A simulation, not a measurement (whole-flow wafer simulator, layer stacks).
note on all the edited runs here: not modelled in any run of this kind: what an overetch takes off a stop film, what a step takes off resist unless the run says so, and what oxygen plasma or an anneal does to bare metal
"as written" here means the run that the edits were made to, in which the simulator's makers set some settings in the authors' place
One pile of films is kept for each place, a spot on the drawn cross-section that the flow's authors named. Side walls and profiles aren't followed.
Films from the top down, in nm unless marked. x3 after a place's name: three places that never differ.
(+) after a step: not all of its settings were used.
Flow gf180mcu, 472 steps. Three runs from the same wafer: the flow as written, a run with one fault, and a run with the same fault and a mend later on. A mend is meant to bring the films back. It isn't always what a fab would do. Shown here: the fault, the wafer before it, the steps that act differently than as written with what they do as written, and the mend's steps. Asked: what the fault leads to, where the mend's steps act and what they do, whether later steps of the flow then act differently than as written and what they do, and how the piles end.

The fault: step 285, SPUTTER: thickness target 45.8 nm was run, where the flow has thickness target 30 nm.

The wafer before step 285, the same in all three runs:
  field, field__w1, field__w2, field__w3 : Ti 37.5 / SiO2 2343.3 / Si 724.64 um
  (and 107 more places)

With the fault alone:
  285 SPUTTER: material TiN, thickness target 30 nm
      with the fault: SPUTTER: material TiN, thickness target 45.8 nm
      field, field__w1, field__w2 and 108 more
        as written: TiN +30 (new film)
        with the fault: TiN +45.8 (new film)
  Later steps of the flow that act differently than as written:
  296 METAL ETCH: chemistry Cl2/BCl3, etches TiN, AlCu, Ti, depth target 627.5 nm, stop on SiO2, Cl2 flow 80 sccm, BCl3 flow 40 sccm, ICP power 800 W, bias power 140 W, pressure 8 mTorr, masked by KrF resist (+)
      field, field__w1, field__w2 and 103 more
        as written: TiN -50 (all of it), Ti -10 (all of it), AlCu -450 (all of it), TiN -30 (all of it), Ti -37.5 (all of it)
        with the fault: TiN -50 (all of it), Ti -10 (all of it), AlCu -450 (all of it), TiN -45.8 (all of it), Ti -37.5 (all of it)
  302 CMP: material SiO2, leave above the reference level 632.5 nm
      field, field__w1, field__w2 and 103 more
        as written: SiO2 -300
        with the fault: SiO2 -284.2
  At the end the piles differ from the flow's by more than 2% or 0.5 nm, whichever is larger, at field__w8, contact, m1, m1__w1, m1_nw.
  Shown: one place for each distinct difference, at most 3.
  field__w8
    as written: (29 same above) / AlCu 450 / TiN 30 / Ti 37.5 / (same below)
    with the fault: (29 same above) / AlCu 450 / TiN 45.8 / Ti 37.5 / (same below)
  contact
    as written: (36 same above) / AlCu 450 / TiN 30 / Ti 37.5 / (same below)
    with the fault: (36 same above) / AlCu 450 / TiN 45.8 / Ti 37.5 / (same below)

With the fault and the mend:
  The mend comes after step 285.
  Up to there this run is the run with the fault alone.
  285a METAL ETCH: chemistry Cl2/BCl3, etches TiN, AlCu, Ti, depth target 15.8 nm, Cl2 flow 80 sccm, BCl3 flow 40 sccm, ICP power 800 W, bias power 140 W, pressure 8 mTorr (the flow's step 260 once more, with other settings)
      field, field__w1, field__w2 and 108 more
        TiN -15.8
  No later step of the flow acts differently than as written at any place that is followed.
  At the end the piles are the same as the flow's at every place that both follow.
